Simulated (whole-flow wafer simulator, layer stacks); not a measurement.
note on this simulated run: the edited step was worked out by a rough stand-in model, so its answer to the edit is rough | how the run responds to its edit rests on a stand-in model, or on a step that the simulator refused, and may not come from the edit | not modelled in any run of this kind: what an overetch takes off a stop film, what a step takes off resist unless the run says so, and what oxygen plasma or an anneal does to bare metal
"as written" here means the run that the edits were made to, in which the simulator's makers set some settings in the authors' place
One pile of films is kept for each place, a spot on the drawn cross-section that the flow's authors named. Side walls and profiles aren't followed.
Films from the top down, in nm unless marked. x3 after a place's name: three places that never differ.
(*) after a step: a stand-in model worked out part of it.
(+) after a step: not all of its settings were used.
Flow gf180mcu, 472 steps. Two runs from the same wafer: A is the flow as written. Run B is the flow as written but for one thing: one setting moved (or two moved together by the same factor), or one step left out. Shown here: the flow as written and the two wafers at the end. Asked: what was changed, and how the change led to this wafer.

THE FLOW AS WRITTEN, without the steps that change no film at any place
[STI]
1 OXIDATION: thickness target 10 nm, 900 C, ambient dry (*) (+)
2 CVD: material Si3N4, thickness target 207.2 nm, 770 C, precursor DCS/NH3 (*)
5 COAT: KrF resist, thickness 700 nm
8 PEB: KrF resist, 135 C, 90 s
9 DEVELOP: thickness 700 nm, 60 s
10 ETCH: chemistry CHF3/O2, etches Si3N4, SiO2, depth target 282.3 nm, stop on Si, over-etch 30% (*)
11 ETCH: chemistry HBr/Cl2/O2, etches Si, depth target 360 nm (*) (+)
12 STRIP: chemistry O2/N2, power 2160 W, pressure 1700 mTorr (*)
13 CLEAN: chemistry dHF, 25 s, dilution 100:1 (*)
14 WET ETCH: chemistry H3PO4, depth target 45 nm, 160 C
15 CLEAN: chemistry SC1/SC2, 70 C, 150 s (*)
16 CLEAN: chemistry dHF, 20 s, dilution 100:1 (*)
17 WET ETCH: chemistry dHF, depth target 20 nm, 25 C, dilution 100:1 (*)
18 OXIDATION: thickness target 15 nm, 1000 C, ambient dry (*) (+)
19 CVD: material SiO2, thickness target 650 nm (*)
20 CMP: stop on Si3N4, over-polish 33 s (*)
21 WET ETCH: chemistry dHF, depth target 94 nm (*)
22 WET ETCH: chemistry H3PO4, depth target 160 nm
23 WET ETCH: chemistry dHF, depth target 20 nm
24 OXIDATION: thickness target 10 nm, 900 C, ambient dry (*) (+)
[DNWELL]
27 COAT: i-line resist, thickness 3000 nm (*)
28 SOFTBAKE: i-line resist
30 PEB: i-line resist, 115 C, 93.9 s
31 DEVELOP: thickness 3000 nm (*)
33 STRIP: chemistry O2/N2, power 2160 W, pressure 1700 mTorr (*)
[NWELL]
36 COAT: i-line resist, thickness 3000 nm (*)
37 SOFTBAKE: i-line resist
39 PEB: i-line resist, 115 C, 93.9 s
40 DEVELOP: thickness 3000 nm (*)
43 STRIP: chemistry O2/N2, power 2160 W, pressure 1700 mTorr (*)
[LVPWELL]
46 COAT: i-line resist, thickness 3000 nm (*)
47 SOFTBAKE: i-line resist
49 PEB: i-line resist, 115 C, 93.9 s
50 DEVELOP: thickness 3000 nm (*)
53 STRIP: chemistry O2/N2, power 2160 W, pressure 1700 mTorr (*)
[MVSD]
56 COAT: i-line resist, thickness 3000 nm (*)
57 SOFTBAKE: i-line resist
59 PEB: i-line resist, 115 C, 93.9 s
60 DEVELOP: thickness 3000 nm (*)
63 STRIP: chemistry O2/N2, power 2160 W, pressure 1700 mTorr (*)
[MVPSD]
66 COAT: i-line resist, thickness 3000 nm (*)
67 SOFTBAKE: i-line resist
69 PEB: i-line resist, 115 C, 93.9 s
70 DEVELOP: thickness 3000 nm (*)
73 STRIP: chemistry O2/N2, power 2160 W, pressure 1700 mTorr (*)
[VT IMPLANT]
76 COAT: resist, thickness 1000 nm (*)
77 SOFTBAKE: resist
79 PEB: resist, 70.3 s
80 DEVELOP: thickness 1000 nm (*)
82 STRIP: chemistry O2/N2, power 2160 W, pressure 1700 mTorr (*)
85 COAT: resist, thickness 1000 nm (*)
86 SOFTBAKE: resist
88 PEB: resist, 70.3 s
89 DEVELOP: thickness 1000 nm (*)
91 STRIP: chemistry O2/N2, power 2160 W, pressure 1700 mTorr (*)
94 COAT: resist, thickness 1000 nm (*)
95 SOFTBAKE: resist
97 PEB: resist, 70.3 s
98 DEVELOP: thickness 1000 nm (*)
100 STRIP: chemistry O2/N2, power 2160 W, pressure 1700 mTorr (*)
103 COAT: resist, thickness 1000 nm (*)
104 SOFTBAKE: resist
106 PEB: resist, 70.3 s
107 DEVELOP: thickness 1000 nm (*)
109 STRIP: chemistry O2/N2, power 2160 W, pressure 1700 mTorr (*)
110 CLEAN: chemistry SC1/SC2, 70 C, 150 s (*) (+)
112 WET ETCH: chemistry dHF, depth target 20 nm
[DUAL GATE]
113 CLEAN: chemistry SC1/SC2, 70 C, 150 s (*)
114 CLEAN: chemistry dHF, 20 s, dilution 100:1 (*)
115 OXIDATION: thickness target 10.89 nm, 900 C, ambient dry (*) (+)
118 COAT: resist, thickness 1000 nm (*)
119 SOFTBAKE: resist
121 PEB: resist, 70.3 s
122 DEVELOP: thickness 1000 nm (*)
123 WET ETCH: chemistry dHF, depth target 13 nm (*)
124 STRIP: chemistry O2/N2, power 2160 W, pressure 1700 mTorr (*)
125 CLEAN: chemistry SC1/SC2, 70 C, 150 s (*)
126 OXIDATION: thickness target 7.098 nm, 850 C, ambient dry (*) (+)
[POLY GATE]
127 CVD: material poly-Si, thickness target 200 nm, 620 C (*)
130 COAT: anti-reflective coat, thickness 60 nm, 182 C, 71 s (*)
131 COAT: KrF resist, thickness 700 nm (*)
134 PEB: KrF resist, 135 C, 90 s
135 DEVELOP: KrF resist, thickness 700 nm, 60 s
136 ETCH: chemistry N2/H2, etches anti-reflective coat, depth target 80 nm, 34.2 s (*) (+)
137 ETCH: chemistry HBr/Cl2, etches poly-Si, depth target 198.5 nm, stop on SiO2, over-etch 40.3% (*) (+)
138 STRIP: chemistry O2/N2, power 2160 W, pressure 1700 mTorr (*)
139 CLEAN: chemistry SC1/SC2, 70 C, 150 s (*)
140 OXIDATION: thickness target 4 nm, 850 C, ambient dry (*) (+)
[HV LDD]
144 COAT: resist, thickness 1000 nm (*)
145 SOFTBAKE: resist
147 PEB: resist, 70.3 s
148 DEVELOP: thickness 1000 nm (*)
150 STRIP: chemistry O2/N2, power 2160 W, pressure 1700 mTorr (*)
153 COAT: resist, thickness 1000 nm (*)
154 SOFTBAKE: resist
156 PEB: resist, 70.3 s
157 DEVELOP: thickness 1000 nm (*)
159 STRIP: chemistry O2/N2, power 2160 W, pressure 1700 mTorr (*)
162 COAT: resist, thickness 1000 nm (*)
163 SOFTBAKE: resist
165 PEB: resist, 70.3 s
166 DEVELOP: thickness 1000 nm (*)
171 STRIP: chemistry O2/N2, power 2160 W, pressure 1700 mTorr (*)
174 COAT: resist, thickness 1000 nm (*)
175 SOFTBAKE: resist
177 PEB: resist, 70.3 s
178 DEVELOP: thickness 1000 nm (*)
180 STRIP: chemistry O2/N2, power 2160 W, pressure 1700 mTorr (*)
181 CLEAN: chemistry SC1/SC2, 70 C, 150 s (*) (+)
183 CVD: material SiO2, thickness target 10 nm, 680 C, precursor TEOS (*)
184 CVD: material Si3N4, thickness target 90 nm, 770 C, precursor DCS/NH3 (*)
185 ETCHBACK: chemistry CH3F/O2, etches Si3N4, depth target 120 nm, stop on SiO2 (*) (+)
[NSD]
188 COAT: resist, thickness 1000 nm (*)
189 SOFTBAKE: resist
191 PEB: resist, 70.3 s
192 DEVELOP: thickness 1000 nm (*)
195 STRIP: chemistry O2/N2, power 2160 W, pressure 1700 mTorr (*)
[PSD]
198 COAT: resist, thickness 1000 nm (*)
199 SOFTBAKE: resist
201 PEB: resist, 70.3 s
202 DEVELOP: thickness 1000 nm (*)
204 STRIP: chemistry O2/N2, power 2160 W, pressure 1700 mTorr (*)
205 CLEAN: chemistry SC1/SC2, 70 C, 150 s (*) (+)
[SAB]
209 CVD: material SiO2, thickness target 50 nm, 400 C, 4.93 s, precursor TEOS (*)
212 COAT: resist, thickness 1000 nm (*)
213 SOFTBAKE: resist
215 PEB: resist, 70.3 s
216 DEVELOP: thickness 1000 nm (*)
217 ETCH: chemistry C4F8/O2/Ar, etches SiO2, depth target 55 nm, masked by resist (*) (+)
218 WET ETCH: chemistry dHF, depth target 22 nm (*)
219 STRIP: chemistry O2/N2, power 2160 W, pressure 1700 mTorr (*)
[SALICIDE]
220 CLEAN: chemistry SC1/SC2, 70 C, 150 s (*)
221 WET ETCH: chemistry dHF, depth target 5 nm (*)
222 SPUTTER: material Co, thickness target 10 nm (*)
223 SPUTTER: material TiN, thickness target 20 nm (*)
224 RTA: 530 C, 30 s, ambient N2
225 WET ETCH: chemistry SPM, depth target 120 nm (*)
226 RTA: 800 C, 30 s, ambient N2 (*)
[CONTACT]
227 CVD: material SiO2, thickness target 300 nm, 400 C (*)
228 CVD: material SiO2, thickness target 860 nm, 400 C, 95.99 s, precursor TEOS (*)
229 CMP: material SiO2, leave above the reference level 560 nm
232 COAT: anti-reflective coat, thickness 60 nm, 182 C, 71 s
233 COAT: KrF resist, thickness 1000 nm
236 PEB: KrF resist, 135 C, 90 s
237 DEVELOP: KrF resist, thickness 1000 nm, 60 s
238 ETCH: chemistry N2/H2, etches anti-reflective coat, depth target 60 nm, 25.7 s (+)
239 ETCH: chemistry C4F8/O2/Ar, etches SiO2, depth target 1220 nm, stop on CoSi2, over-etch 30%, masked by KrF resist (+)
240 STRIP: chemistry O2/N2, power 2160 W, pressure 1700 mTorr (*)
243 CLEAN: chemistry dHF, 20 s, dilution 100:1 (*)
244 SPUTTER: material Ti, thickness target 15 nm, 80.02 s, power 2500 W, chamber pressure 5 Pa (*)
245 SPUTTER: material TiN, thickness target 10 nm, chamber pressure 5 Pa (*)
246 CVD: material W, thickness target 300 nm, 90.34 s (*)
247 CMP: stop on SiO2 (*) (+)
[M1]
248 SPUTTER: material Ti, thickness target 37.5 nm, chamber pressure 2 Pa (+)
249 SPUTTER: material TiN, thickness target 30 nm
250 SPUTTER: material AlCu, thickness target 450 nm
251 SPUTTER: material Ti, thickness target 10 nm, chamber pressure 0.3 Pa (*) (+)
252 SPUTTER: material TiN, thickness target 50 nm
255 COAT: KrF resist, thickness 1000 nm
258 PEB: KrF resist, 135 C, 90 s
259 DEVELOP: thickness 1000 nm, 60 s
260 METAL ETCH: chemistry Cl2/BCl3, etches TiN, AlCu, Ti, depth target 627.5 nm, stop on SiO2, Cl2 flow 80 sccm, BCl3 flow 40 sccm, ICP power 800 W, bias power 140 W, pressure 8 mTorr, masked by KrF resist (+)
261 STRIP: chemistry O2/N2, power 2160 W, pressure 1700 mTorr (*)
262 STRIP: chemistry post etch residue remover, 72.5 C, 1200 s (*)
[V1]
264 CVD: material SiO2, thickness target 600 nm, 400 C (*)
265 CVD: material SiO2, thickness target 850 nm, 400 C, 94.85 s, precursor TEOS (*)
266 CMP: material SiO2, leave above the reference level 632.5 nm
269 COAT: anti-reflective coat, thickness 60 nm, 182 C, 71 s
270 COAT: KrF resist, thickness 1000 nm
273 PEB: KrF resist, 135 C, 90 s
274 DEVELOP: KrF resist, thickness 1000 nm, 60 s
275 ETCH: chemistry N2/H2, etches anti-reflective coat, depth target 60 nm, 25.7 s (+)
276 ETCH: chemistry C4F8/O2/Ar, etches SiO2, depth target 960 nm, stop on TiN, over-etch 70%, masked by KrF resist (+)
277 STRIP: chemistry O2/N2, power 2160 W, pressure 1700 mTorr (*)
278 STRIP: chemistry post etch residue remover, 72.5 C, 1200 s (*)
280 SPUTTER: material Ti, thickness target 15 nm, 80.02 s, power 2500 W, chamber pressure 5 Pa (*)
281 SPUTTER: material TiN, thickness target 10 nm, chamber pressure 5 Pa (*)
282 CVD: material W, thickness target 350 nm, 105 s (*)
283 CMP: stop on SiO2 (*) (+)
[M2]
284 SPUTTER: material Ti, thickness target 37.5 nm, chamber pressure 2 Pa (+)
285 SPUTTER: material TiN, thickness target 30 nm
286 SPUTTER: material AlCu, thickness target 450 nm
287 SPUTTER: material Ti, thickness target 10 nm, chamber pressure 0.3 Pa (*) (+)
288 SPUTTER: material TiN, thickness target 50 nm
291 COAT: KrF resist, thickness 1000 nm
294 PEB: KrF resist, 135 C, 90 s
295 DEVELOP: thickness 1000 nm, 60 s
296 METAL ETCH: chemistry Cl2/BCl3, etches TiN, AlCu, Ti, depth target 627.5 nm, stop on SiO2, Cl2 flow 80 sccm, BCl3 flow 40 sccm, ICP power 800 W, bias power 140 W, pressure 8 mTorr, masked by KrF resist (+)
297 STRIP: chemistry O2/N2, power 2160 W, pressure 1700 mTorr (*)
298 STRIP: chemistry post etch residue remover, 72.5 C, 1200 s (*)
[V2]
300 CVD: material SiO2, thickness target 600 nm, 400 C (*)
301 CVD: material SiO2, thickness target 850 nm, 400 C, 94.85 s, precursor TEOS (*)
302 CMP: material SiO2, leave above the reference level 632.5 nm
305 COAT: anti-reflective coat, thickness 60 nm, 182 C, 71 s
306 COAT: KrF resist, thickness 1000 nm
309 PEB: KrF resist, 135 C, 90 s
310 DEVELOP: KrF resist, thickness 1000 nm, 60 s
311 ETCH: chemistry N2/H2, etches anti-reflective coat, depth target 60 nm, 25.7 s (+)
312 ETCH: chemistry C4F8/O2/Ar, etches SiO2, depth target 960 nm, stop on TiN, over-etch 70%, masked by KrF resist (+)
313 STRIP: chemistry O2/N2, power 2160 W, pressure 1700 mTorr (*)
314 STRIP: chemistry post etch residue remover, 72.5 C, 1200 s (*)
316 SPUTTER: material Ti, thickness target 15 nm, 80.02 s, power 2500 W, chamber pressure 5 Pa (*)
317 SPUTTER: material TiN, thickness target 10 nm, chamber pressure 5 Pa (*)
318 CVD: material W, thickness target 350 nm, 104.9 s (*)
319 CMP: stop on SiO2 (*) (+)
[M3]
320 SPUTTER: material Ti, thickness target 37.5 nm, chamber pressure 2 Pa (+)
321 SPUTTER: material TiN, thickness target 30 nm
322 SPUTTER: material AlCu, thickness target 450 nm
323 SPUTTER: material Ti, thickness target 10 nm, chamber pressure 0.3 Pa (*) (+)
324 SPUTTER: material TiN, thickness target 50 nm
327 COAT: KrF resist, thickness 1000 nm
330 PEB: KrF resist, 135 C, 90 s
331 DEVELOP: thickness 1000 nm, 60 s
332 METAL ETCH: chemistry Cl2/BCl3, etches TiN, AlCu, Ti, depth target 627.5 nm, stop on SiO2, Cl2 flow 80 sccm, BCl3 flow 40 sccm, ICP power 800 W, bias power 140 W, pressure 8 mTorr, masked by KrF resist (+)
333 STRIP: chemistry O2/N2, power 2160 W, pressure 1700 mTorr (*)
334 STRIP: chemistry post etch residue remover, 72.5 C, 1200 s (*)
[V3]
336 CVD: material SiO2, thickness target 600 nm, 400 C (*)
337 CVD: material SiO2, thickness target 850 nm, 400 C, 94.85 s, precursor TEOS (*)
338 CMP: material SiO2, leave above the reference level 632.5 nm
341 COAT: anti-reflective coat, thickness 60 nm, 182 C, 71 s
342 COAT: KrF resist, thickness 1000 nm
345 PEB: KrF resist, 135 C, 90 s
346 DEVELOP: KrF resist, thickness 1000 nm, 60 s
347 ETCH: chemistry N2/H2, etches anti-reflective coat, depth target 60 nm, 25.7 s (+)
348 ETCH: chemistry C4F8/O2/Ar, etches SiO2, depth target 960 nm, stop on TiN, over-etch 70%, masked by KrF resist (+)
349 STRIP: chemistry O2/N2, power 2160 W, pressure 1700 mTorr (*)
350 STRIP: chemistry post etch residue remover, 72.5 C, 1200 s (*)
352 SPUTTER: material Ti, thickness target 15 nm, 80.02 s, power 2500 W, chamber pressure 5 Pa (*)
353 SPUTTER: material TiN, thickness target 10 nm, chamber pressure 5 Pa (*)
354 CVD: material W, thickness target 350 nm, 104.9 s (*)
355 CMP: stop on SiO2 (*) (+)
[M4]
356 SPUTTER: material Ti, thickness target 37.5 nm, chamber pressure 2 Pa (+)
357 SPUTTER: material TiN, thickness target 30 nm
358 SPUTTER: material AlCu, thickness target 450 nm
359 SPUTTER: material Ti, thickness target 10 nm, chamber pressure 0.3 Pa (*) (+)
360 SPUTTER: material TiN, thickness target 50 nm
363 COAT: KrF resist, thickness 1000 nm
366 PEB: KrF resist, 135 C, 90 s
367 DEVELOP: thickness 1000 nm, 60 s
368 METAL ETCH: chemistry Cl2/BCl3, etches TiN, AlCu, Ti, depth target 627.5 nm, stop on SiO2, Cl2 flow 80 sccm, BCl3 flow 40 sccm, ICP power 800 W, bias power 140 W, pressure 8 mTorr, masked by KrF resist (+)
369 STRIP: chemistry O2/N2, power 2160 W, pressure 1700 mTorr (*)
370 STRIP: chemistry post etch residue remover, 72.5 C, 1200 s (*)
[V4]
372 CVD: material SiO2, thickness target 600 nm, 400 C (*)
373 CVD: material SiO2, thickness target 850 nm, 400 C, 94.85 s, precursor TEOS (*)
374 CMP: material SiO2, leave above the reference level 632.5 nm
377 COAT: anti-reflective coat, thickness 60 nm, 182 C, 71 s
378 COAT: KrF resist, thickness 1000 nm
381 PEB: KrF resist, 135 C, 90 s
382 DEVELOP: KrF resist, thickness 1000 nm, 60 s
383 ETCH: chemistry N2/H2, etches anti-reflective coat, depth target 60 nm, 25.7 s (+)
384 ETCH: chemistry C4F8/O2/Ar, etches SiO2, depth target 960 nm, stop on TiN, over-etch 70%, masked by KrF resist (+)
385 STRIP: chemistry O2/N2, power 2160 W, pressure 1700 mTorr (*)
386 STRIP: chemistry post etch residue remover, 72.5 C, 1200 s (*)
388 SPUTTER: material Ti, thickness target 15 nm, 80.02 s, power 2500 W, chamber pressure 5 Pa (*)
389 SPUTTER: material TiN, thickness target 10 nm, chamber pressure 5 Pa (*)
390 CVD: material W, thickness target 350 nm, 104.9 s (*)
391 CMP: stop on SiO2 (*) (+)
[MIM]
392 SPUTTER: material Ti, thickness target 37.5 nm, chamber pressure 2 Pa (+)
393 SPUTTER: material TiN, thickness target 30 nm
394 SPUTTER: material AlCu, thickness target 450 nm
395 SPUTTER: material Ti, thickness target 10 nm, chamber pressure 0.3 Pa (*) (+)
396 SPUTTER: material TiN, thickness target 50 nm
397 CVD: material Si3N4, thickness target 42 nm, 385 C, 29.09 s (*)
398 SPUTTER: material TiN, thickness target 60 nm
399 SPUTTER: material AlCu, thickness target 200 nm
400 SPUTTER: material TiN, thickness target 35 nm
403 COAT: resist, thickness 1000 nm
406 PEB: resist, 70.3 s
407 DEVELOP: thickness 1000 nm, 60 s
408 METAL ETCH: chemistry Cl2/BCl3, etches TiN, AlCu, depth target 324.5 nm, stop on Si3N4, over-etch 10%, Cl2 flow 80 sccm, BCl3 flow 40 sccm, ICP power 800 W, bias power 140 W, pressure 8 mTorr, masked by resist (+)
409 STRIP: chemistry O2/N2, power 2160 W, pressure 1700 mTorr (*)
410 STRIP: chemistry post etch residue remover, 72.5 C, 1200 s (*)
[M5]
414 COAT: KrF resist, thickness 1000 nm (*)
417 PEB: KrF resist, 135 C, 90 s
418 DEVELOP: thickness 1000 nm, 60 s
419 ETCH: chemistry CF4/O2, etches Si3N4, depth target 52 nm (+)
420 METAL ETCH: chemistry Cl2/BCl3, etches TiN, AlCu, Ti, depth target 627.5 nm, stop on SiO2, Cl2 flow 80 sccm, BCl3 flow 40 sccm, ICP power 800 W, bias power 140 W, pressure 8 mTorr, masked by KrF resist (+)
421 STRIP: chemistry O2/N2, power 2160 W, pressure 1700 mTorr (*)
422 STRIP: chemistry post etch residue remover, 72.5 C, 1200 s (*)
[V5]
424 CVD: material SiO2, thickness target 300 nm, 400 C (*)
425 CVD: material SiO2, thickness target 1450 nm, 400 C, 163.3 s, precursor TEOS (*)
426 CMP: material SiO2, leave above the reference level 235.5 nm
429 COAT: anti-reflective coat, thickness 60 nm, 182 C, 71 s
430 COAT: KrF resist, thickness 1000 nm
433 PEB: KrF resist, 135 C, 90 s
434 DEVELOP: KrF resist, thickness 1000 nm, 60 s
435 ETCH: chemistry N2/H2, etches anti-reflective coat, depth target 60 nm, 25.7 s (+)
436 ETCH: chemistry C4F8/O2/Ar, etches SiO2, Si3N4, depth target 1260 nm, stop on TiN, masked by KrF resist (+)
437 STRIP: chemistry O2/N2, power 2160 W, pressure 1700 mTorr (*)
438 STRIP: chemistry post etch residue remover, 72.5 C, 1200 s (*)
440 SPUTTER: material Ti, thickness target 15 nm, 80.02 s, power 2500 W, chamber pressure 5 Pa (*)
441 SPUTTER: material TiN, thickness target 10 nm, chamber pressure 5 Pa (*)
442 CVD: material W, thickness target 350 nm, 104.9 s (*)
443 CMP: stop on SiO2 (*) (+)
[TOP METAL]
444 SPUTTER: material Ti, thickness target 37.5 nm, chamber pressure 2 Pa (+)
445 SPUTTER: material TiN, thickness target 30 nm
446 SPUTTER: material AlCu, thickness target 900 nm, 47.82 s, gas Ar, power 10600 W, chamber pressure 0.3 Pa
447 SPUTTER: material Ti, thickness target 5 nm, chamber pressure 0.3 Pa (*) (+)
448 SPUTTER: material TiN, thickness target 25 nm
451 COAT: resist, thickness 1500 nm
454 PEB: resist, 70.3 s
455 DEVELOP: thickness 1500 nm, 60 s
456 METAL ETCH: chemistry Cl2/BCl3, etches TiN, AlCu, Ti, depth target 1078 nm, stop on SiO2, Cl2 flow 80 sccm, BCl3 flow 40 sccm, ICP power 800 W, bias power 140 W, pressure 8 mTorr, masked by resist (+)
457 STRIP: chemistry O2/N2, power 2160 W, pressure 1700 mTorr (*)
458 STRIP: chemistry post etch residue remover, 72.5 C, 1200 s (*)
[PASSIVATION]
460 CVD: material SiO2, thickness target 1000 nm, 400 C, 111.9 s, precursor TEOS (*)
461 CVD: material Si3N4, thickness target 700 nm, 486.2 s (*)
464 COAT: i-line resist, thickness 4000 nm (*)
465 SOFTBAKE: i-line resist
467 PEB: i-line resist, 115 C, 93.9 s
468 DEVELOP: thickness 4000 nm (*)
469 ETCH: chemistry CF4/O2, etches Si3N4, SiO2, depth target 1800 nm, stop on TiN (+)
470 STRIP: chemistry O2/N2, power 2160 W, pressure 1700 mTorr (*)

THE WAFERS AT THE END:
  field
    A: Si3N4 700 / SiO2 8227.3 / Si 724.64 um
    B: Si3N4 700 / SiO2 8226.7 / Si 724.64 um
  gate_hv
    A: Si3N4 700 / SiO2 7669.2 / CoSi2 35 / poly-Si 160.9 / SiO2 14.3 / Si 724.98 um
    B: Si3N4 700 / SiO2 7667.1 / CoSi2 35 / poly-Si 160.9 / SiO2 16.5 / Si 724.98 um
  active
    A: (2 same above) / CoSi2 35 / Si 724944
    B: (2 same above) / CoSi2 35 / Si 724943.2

The cause: step 115, OXIDATION: thickness target 13.34 nm was run, where the flow has thickness target 10.89 nm.

How the change led to this, step by step:
  115 OXIDATION: thickness target 10.89 nm, 900 C, ambient dry (*) (+)
      active, n_well, p_well and 40 more: A SiO2 +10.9 (new film), Si -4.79 | B SiO2 +13.3 (new film), Si -5.87
  123 WET ETCH: chemistry dHF, depth target 13 nm (*)
      active, n_well, p_well and 12 more: A SiO2 -10.9 (all of it) | B SiO2 -13
  124 STRIP: chemistry O2/N2, power 2160 W, pressure 1700 mTorr (*)
      active, n_well, p_well and 12 more: A chemical SiO2 +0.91 (new film), Si -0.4 | B nothing
  125 CLEAN: chemistry SC1/SC2, 70 C, 150 s (*)
      active, n_well, p_well and 12 more: A chemical SiO2 -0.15, Si -0.23 | B chemical SiO2 +0.39 (new film), SiO2 -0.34 (all of it), Si -0.18
  189 SOFTBAKE: resist
      field__w9: A resist +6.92 | B resist -3.08
  199 SOFTBAKE: resist
      field__w9: A resist +6.92 | B resist -3.08
  218 WET ETCH: chemistry dHF, depth target 22 nm (*)
      ldn_tap, ldn_src, ldn_drn, ldp_tap, ldp_src, ldp_drn, ldp_gr: A SiO2 -16 (all of it) | B SiO2 -18.1 (all of it)
      ld_drn_n, ld_sd_p: A SiO2 -14.8 (all of it) | B SiO2 -17 (all of it)
      (and at 5 more places)
